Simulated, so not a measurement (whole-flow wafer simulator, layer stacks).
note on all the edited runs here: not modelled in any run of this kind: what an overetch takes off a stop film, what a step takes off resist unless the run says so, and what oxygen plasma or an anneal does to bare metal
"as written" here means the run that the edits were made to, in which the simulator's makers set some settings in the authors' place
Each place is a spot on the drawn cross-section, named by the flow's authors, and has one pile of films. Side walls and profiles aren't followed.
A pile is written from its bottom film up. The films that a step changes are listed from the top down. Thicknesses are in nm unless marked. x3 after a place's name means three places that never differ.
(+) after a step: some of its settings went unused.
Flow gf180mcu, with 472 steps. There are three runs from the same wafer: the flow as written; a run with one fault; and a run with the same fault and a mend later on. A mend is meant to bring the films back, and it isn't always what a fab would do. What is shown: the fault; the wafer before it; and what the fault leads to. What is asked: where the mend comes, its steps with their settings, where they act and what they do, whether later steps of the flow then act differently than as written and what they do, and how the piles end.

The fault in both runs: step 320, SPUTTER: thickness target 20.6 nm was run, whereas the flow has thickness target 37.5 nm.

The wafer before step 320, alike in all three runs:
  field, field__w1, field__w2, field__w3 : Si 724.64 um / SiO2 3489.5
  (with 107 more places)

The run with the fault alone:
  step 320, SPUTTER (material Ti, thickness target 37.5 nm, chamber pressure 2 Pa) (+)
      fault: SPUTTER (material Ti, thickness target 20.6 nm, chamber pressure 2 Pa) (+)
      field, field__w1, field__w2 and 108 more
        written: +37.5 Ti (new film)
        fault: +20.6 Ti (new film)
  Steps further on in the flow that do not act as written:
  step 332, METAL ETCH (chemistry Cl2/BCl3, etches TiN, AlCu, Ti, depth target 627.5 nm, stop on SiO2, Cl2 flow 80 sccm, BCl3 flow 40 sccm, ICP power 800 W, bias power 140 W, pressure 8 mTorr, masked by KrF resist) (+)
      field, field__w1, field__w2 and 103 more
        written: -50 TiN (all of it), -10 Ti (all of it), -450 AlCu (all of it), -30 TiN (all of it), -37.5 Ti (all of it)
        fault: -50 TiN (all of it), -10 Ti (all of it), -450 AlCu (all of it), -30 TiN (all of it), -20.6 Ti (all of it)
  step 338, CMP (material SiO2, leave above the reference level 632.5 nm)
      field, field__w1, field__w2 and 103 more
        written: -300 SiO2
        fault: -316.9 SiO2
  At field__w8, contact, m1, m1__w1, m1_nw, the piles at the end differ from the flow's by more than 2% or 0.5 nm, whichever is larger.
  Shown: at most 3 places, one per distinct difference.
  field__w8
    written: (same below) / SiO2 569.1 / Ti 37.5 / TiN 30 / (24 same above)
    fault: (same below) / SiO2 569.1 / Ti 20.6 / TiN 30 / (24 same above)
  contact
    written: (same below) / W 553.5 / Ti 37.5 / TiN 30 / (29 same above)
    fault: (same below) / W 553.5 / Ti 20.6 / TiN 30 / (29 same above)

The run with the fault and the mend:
  The mend follows step 320.
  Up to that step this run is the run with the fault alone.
  step 320a, SPUTTER (material Ti, thickness target 16.9 nm, chamber pressure 2 Pa) (+) (the flow's step 320 again, with other settings)
      field, field__w1, field__w2 and 108 more
        +16.9 Ti
  Later steps of the flow that are run all act as written at every place that is followed.
  At every place that both follow, the piles at the end match the flow's.
